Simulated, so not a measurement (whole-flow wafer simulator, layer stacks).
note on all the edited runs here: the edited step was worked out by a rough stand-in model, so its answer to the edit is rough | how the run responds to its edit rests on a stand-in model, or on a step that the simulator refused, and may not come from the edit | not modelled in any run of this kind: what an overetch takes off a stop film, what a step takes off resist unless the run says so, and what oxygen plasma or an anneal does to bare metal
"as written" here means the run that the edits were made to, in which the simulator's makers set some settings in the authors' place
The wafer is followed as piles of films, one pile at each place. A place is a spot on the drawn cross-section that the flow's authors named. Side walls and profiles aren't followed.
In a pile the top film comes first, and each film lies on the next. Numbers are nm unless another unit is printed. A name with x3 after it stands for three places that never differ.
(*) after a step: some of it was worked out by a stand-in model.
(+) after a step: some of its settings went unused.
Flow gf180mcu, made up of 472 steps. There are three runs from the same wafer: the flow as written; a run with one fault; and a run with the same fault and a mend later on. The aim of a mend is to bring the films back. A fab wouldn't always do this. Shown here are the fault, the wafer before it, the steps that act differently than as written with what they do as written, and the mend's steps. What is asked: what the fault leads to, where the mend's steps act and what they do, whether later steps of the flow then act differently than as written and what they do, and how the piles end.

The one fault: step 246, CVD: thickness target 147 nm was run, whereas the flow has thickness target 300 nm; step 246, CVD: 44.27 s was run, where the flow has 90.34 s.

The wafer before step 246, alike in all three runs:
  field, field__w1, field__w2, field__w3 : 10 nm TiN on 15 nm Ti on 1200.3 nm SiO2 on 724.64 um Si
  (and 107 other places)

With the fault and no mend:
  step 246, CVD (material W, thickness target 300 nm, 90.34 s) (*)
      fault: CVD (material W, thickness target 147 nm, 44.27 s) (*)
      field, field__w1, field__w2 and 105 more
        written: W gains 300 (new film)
        fault: W gains 147.6 (new film)
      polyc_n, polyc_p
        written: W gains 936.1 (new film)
        fault: W gains 783.7 (new film)
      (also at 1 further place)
  Steps later in the flow that act otherwise than as written:
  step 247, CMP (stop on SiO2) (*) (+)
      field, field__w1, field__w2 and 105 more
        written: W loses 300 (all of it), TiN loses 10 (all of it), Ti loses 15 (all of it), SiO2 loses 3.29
        fault: W loses 147.6 (all of it), TiN loses 10 (all of it), Ti loses 15 (all of it), SiO2 loses 1.75
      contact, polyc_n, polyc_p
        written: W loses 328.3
        fault: W loses 174.4
  The piles end only slightly different from the flow's at the places that both follow, by no more than 2% or 0.5 nm, whichever is larger.

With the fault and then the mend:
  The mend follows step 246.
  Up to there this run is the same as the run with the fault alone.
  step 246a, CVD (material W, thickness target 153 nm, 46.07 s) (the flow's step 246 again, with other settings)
      field, field__w1, field__w2 and 108 more
        W gains 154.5
  Later steps of the flow that are run all act as written at every place that is followed, up to a difference of at most 2% or 0.5 nm, whichever is larger.
  The piles end only slightly different from the flow's at the places that both follow, by no more than 2% or 0.5 nm, whichever is larger.
